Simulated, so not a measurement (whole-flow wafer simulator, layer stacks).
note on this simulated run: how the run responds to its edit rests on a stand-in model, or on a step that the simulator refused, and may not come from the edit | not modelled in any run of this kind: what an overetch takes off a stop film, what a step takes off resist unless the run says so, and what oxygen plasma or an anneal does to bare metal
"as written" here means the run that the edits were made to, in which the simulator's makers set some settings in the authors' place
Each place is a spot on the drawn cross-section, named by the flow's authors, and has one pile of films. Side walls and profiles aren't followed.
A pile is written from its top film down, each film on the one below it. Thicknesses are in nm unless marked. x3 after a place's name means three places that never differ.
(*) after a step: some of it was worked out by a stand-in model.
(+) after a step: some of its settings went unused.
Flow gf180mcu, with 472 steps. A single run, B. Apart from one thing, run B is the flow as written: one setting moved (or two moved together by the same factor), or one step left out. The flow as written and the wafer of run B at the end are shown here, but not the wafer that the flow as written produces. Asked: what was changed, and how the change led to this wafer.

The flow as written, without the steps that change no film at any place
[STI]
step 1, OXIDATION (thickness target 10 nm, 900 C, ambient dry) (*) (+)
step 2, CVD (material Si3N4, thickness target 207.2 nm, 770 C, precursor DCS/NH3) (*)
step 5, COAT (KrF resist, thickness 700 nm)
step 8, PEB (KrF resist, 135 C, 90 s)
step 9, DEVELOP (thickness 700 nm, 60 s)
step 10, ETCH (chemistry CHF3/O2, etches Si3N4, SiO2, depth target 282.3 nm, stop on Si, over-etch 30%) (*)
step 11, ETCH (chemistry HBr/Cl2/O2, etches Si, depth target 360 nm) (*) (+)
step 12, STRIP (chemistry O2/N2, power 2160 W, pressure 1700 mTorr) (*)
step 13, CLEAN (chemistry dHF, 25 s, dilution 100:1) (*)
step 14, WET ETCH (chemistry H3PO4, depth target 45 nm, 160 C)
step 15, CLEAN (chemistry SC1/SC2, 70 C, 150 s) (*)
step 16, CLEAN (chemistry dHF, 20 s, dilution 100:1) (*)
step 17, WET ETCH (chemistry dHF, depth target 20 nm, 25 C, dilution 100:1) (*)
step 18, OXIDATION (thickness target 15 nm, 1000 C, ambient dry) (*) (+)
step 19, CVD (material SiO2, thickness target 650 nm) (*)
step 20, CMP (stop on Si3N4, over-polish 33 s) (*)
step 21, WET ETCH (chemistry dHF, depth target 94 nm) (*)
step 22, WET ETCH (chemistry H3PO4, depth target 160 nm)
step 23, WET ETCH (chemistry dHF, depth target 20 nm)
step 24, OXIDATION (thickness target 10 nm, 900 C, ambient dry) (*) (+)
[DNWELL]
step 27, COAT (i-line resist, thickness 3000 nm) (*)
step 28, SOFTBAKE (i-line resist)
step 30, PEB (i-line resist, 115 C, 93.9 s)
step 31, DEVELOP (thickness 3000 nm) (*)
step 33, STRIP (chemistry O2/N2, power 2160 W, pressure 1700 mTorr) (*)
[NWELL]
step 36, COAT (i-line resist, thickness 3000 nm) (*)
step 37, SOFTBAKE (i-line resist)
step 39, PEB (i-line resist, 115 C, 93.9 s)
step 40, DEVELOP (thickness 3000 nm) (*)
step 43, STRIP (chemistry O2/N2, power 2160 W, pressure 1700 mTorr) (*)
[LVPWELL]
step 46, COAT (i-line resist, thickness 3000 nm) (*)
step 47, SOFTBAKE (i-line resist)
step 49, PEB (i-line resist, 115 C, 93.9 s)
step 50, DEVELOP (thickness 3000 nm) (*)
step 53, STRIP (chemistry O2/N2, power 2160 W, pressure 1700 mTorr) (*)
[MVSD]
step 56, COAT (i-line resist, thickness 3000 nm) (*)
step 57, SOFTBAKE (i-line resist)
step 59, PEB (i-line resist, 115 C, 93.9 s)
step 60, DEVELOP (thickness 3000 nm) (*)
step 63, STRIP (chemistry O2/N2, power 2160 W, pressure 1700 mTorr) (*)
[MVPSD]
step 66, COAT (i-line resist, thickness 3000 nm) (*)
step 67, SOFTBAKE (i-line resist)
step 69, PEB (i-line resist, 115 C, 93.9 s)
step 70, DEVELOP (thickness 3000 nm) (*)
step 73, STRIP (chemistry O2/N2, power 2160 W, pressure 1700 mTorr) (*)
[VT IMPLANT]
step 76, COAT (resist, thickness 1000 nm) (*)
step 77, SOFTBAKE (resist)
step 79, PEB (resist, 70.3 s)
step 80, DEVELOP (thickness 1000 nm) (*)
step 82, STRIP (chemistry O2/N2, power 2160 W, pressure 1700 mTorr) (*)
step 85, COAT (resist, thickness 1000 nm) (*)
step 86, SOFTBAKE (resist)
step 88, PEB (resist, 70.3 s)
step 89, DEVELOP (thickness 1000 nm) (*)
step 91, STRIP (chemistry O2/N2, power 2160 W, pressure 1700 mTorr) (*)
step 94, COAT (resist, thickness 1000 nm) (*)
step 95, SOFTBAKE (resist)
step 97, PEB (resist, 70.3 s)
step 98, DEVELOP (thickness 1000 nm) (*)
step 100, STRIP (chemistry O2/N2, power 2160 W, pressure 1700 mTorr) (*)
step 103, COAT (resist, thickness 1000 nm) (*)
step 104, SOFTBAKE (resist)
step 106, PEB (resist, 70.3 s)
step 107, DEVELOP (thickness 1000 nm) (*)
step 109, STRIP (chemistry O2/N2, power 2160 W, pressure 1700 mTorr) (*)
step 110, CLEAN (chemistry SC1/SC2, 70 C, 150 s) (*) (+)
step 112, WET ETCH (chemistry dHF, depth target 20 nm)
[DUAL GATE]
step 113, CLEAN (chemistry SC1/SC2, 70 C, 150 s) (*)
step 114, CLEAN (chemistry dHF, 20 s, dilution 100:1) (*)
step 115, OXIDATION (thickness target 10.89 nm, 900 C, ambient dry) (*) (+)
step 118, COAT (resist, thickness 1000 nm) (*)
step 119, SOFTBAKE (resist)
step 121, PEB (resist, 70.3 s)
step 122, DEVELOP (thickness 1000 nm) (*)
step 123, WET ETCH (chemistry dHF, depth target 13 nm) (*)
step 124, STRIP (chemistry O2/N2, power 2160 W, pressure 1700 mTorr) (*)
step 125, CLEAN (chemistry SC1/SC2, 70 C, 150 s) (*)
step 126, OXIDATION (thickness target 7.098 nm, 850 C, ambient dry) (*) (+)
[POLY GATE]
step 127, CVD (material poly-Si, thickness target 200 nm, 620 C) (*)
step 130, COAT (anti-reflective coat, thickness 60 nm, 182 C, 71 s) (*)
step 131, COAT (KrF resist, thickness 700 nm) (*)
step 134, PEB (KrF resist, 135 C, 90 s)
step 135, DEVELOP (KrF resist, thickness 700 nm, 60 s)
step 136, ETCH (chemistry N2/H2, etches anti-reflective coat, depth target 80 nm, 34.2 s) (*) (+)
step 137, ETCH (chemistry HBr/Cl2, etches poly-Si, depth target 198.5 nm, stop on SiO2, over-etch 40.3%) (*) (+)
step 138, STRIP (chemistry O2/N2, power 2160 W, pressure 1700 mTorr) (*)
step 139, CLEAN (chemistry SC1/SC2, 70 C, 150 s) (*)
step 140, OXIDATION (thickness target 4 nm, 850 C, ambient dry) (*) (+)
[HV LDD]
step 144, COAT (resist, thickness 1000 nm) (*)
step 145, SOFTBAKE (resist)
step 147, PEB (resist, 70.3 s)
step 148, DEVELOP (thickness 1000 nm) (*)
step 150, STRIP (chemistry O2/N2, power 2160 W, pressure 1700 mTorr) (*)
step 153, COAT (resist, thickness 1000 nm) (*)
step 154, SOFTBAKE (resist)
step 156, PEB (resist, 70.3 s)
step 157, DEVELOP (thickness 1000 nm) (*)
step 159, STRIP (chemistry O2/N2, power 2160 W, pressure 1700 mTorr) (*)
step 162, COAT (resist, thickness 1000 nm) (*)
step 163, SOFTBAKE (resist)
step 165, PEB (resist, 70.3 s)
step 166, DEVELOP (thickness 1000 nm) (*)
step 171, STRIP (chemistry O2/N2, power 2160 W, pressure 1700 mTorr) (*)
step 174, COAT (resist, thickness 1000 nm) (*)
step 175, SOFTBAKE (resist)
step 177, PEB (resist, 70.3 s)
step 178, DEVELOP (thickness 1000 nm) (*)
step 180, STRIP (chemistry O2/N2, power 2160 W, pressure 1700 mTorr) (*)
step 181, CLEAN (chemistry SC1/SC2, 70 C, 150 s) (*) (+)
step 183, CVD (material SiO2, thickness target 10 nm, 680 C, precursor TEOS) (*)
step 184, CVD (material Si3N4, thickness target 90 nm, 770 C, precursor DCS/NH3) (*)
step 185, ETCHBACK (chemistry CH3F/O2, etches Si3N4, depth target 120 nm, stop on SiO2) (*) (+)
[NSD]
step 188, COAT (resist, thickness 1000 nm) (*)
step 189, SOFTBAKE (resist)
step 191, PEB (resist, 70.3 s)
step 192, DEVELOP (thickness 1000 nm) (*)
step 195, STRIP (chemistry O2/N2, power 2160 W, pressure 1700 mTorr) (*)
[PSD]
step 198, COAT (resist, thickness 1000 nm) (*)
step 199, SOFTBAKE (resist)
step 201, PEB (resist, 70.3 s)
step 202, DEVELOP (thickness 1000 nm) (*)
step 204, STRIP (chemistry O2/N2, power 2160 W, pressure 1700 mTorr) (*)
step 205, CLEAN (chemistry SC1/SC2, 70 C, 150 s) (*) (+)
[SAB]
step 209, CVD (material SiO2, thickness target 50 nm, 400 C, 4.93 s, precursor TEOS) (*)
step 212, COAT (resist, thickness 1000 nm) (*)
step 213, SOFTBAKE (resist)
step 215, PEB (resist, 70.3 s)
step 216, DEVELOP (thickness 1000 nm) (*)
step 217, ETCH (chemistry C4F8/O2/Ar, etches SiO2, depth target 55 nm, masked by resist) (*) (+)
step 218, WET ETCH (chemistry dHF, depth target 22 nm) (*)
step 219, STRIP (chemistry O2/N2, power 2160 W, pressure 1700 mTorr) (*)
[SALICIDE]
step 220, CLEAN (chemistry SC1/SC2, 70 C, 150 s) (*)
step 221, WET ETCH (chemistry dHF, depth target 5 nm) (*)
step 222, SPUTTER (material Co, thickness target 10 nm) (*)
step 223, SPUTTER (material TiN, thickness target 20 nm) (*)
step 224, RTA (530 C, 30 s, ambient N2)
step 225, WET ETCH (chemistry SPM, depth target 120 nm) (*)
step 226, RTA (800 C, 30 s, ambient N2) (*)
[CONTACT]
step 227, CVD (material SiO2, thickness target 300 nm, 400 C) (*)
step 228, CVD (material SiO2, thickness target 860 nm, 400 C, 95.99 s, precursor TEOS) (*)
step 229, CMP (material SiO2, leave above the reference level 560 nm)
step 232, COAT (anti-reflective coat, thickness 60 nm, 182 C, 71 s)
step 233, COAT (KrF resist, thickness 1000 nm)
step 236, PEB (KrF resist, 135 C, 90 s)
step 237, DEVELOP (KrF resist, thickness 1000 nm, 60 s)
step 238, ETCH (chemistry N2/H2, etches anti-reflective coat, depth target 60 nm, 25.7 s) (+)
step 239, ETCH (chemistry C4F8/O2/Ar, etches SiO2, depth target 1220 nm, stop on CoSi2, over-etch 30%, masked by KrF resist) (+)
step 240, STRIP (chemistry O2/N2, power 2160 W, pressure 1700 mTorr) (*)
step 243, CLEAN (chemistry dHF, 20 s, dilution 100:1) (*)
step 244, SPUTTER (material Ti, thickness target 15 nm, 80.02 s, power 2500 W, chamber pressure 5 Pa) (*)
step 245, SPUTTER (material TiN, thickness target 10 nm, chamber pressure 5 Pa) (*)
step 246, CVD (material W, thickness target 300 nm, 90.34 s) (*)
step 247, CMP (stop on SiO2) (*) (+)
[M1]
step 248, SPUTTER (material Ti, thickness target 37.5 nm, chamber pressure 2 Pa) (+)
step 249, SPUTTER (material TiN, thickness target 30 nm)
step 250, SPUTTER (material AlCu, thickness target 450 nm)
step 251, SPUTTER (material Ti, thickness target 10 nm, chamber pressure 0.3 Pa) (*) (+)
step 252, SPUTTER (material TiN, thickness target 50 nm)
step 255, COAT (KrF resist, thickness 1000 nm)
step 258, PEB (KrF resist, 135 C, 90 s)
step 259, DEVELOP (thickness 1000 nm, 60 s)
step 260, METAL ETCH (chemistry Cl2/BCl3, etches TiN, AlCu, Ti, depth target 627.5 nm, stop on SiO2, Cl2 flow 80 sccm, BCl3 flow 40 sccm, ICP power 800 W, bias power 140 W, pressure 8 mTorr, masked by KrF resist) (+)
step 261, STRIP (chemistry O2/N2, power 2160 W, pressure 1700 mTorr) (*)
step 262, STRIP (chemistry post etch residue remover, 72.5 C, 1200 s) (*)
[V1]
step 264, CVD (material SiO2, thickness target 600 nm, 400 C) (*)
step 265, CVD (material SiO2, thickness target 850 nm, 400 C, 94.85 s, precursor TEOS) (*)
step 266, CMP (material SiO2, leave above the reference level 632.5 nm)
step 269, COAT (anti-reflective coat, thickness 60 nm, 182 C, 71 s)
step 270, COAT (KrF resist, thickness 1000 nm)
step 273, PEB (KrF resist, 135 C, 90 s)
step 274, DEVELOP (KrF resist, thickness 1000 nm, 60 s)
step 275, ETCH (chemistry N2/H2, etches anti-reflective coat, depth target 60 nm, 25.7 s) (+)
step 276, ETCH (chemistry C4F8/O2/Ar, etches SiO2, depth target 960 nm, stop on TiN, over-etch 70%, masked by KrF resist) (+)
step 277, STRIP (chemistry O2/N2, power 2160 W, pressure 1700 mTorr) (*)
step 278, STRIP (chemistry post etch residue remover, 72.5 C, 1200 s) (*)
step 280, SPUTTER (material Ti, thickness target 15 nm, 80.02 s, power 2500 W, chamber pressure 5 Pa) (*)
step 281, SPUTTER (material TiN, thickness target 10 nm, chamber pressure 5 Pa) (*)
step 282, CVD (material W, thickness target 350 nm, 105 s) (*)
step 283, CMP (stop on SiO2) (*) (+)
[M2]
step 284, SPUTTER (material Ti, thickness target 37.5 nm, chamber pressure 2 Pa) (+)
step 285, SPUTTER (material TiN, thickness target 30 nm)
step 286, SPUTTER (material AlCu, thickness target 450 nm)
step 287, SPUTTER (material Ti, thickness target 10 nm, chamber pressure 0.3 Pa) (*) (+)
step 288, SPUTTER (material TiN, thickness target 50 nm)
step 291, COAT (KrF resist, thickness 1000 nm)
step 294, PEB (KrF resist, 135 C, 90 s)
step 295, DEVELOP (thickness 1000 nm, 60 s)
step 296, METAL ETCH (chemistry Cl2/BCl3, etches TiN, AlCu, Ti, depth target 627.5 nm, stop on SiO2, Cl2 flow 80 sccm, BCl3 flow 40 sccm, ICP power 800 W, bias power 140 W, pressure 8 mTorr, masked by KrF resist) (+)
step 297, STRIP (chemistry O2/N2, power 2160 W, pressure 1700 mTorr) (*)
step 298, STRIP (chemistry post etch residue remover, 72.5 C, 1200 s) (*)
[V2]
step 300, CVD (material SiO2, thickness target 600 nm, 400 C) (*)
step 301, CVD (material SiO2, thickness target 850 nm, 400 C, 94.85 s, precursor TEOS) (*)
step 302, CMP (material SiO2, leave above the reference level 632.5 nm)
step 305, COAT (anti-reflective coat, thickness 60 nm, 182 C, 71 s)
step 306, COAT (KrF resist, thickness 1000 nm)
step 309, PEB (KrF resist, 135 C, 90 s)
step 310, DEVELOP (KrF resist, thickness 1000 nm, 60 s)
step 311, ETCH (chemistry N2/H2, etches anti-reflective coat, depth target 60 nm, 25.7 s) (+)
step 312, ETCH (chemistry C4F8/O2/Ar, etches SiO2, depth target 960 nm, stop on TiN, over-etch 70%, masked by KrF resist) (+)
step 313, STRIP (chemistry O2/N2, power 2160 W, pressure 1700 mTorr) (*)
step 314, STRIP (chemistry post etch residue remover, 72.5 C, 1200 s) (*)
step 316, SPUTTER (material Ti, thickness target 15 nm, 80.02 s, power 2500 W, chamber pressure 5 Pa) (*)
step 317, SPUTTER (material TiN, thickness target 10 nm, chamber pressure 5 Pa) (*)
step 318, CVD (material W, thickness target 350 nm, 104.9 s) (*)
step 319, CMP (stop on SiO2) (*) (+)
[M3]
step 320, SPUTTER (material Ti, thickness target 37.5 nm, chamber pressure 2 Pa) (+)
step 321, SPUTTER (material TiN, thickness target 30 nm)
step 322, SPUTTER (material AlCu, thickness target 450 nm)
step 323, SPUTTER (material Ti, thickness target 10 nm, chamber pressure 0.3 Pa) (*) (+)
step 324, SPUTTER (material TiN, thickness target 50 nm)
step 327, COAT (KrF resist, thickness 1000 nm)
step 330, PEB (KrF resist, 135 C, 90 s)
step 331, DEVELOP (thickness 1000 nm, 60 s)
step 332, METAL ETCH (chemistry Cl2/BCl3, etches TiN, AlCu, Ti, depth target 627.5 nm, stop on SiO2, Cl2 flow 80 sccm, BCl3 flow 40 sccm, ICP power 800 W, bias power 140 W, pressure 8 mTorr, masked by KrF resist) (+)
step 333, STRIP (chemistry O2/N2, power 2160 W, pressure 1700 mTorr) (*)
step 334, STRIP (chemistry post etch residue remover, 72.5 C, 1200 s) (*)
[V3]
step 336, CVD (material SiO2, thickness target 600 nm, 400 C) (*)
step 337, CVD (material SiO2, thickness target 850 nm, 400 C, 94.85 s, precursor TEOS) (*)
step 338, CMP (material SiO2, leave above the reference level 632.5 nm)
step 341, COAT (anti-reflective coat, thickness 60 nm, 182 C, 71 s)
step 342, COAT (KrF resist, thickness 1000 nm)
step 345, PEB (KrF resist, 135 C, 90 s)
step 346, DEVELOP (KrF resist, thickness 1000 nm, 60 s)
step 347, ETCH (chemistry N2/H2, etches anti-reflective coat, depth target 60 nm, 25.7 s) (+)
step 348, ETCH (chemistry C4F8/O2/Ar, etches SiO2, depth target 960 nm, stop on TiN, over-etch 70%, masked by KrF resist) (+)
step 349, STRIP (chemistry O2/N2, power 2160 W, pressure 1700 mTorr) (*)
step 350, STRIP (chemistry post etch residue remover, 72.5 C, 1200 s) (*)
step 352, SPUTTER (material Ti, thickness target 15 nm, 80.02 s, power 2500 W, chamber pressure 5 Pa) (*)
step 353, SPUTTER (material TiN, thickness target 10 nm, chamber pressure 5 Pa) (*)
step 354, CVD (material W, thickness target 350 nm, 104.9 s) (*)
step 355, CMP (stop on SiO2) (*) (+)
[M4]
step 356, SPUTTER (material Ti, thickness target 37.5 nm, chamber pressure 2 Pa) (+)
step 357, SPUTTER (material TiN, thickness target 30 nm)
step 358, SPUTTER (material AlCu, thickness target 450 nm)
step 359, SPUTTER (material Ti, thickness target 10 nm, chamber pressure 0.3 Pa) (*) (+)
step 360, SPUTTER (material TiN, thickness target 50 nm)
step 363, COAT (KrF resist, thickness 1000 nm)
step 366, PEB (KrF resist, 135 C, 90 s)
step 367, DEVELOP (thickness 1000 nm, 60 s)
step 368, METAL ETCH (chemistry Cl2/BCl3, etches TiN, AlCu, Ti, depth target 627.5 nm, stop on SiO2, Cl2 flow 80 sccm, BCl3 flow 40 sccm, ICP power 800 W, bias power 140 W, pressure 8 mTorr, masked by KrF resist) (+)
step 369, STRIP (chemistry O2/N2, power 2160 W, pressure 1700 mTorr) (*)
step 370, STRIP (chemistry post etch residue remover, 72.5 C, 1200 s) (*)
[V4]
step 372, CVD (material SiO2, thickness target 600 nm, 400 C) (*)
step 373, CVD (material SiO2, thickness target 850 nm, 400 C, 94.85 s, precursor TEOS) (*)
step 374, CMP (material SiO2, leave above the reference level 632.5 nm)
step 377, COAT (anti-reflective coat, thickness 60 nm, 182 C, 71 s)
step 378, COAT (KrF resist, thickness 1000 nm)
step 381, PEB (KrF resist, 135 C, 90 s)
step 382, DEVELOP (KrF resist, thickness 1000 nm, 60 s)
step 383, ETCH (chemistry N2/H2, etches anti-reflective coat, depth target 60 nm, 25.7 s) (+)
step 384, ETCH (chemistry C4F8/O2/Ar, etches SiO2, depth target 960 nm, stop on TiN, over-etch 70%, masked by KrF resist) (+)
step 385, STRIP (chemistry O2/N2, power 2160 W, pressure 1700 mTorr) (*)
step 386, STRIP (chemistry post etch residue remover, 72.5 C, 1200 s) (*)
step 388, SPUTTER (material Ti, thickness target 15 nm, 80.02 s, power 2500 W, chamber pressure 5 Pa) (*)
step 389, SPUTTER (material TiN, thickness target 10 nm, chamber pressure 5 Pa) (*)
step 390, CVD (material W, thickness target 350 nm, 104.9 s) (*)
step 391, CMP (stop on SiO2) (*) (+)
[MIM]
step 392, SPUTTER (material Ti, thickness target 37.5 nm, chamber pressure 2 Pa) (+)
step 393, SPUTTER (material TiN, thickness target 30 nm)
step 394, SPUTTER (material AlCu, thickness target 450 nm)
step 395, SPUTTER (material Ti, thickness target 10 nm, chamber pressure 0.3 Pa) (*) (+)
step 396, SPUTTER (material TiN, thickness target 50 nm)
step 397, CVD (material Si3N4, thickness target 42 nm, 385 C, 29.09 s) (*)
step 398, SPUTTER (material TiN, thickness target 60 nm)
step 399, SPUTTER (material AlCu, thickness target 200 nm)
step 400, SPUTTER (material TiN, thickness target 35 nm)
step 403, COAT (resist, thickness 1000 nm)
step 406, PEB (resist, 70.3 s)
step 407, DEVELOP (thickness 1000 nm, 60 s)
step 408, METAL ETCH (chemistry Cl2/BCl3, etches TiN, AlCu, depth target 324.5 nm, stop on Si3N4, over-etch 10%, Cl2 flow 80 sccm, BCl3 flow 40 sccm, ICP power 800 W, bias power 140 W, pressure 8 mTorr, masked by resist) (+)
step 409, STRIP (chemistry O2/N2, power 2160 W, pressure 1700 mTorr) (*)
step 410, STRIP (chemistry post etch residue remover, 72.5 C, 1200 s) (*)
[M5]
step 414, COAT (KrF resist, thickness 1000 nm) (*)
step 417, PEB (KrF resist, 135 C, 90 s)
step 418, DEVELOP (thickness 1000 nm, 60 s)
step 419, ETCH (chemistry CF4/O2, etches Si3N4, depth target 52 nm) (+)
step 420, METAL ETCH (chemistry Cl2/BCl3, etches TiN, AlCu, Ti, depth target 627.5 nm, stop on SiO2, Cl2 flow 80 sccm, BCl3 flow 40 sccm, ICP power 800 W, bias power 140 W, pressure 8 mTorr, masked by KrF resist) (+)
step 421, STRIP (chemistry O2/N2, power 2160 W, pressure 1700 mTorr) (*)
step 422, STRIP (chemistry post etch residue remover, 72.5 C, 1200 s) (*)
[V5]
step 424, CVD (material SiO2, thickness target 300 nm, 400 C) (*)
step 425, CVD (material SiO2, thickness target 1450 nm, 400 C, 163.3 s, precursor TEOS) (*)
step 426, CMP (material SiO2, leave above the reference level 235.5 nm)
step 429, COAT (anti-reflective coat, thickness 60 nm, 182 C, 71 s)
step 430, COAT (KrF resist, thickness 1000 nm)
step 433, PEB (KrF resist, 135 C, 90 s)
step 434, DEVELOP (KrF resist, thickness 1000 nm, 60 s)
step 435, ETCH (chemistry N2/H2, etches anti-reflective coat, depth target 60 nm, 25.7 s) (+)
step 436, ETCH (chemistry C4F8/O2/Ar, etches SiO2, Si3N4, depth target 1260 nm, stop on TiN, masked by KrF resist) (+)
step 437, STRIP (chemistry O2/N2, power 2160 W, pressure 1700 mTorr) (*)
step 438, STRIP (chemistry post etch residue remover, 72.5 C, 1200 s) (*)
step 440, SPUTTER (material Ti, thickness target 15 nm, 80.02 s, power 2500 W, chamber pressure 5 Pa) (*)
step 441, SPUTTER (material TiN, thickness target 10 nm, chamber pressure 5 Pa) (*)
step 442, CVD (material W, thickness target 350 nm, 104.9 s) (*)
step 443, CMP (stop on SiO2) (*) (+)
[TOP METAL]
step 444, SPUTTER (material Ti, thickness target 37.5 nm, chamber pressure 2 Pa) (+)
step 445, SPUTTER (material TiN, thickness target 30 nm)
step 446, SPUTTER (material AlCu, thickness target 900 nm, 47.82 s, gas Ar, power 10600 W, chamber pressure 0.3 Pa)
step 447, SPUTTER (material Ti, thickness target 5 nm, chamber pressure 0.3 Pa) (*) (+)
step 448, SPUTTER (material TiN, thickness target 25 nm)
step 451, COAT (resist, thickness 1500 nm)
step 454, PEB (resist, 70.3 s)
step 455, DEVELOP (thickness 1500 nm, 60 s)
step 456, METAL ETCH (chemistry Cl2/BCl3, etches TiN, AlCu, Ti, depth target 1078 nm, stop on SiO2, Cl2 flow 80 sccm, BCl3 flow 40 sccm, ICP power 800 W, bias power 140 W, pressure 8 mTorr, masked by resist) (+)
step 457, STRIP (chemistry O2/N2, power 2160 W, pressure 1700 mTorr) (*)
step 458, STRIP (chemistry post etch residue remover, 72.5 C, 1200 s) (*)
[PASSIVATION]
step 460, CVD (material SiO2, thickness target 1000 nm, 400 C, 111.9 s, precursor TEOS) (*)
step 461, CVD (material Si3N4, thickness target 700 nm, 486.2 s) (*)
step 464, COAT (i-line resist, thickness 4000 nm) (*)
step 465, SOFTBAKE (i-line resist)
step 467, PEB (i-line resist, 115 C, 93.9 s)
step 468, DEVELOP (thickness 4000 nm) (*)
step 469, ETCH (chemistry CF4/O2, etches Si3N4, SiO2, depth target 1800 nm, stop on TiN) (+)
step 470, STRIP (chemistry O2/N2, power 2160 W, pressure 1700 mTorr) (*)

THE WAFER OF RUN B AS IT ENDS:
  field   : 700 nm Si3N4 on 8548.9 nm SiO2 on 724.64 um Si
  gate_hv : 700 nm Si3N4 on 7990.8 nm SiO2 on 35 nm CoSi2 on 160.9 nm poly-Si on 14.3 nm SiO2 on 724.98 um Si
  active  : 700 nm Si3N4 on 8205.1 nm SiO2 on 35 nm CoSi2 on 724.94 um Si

The reason: step 266, CMP: leave above the reference level 955.1 nm was run, though the flow has leave above the reference level 632.5 nm.

Step by step, how the change led to this:
  step 266, CMP (material SiO2, leave above the reference level 632.5 nm)
      field, field__w1, field__w2 and 99 more: nothing (in the flow as written it would be: SiO2 loses 300)
      field__w8, contact, m1 and 6 more: SiO2 loses 554.5 (in the flow as written it would be: SiO2 loses 877.1)
  step 269, COAT (anti-reflective coat, thickness 60 nm, 182 C, 71 s)
      field: anti-reflective coat gains 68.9 (new film) (in the flow as written it would be: anti-reflective coat gains 60 (new film))
      field__w8: anti-reflective coat gains 47 (new film) (in the flow as written it would be: anti-reflective coat gains 60 (new film))
      (and at 13 other places as well)
  step 275, ETCH (chemistry N2/H2, etches anti-reflective coat, depth target 60 nm, 25.7 s) (+)
      contact: anti-reflective coat loses 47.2 (all of it), SiO2 loses 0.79 (in the flow as written it would be: anti-reflective coat loses 60 (all of it), SiO2 loses 0.46)
  step 276, ETCH (chemistry C4F8/O2/Ar, etches SiO2, depth target 960 nm, stop on TiN, over-etch 70%, masked by KrF resist) (+)
      contact: SiO2 loses 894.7 (all of it) (in the flow as written it would be: SiO2 loses 572.5 (all of it))
  step 277, STRIP (chemistry O2/N2, power 2160 W, pressure 1700 mTorr) (*)
      field: KrF resist loses 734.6 (all of it), anti-reflective coat loses 68.9 (all of it) (in the flow as written it would be: KrF resist loses 739.2 (all of it), anti-reflective coat loses 60 (all of it))
      field__w8: KrF resist loses 737.1 (all of it), anti-reflective coat loses 47 (all of it) (in the flow as written it would be: KrF resist loses 739.2 (all of it), anti-reflective coat loses 60 (all of it))
      (and at 12 other places as well)
  step 280, SPUTTER (material Ti, thickness target 15 nm, 80.02 s, power 2500 W, chamber pressure 5 Pa) (*)
      contact: Ti gains 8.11 (new film) (in the flow as written it would be: Ti gains 9.65 (new film))
  step 281, SPUTTER (material TiN, thickness target 10 nm, chamber pressure 5 Pa) (*)
      contact: TiN gains 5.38 (new film) (in the flow as written it would be: TiN gains 6.4 (new film))
  step 282, CVD (material W, thickness target 350 nm, 105 s) (*)
      contact: W gains 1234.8 (new film) (in the flow as written it would be: W gains 932.3 (new film))
  step 283, CMP (stop on SiO2) (*) (+)
      m1, m1__w1, polyc_n, polyc_n_rim, polyc_p, polyc_p_rim, m1_nw: W loses 350 (all of it), TiN loses 10 (all of it), Ti loses 15 (all of it), SiO2 loses 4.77 (in the flow as written it would be: W loses 350 (all of it), TiN loses 10 (all of it), Ti loses 15 (all of it), SiO2 loses 3.78)
      field__w8: W loses 350 (all of it), TiN loses 10 (all of it), Ti loses 15 (all of it), SiO2 loses 4.78 (in the flow as written it would be: W loses 350 (all of it), TiN loses 10 (all of it), Ti loses 15 (all of it), SiO2 loses 3.78)
  step 297, STRIP (chemistry O2/N2, power 2160 W, pressure 1700 mTorr) (*)
      field__w8: KrF resist loses 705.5 (all of it) (in the flow as written it would be: KrF resist loses 723.5 (all of it))
      m1: KrF resist loses 705.4 (all of it) (in the flow as written it would be: KrF resist loses 723.5 (all of it))
      (and at 2 other places as well)
  step 302, CMP (material SiO2, leave above the reference level 632.5 nm)
      field, field__w1, field__w2 and 99 more: SiO2 loses 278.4 (in the flow as written it would be: SiO2 loses 300)
      contact: SiO2 loses 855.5 (in the flow as written it would be: SiO2 loses 877.1)
  step 312, ETCH (chemistry C4F8/O2/Ar, etches SiO2, depth target 960 nm, stop on TiN, over-etch 70%, masked by KrF resist) (+)
      contact: SiO2 loses 594.1 (all of it) (in the flow as written it would be: SiO2 loses 572.5 (all of it))
  step 318, CVD (material W, thickness target 350 nm, 104.9 s) (*)
      contact: W gains 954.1 (new film) (in the flow as written it would be: W gains 932.3 (new film))
